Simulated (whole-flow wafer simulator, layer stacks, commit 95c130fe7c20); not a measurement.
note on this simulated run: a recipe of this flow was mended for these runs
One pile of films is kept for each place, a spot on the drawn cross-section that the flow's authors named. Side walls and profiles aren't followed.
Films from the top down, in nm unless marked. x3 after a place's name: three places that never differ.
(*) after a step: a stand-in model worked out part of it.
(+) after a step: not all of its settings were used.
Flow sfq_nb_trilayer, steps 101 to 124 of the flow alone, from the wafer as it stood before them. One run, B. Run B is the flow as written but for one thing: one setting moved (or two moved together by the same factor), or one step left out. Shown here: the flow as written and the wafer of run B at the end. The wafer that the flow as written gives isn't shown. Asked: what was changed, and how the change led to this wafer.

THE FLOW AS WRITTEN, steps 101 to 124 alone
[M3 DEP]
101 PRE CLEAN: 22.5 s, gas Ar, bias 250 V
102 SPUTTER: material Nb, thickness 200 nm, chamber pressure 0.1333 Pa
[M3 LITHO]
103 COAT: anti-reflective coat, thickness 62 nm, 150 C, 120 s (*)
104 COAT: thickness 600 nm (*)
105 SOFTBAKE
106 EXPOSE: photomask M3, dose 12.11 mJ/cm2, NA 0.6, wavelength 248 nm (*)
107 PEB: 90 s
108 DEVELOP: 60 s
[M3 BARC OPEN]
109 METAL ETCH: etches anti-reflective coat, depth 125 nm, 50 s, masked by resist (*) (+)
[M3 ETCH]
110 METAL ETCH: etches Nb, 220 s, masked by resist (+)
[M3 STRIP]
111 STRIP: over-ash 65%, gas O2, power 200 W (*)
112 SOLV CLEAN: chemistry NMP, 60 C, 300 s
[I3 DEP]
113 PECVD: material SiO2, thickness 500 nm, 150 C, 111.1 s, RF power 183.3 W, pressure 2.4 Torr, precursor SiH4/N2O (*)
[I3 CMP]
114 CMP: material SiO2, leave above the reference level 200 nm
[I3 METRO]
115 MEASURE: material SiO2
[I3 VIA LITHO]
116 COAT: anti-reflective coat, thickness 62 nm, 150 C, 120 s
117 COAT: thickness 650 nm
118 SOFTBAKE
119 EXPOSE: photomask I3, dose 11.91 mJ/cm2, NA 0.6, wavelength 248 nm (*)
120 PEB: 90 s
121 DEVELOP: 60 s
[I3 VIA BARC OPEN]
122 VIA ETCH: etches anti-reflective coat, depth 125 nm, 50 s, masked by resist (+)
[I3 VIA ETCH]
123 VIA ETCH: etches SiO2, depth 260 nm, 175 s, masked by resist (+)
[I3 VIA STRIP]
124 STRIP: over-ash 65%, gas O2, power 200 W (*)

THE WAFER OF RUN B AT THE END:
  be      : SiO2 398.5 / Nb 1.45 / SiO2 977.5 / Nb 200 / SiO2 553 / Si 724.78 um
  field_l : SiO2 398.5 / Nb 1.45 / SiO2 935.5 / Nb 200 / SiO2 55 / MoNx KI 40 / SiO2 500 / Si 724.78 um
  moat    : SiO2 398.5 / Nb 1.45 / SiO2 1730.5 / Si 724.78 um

The cause: step 110, METAL ETCH: 182 s was run, where the flow has 220 s.

How the change led to this, step by step:
  110 METAL ETCH: etches Nb, 220 s, masked by resist (+)
      field_l, be, be_sur and 72 more: Nb -198.5 (as written it would be: Nb -200 (all of it), SiO2 -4)
      v_sur, via_wl, via_w and 28 more: KrF-resist-other-grade -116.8 (as written it would be: KrF-resist-other-grade -141.2)
  111 STRIP: over-ash 65%, gas O2, power 200 W (*)
      p4_w1 x9, wl_j_sl x15: KrF-resist-other-grade -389 (all of it), anti-reflective coat -62 (all of it) (as written it would be: KrF-resist-other-grade -364.6 (all of it), anti-reflective coat -62 (all of it))
      v_sur: KrF-resist-other-grade -385.4 (all of it), anti-reflective coat -46 (all of it) (as written it would be: KrF-resist-other-grade -361 (all of it), anti-reflective coat -46 (all of it))
      (and at 6 more places)
  113 PECVD: material SiO2, thickness 500 nm, 150 C, 111.1 s, RF power 183.3 W, pressure 2.4 Torr, precursor SiH4/N2O (*)
      field_l, be, be_sur and 64 more: SiO2 +500 (new film) (as written it would be: SiO2 +500)
      p4_g1 x8: SiO2 +555.6 (new film) (as written it would be: SiO2 +561.1)
  114 CMP: material SiO2, leave above the reference level 200 nm
      field_l, be, be_sur and 64 more: SiO2 -101.5 (as written it would be: SiO2 -96)
Counting metal films that touch as one body, be has 2 bodies (between them, from the top down: SiO2 977.5); the flow as written gives 1 body.
Counting metal films that touch as one body, field_l has 3 bodies (between them, from the top down: SiO2 935.5; SiO2 55); the flow as written gives 2 bodies (between them, from the top down: SiO2 55).
Counting metal films that touch as one body, moat has 1 body; the flow as written gives 0 bodies.
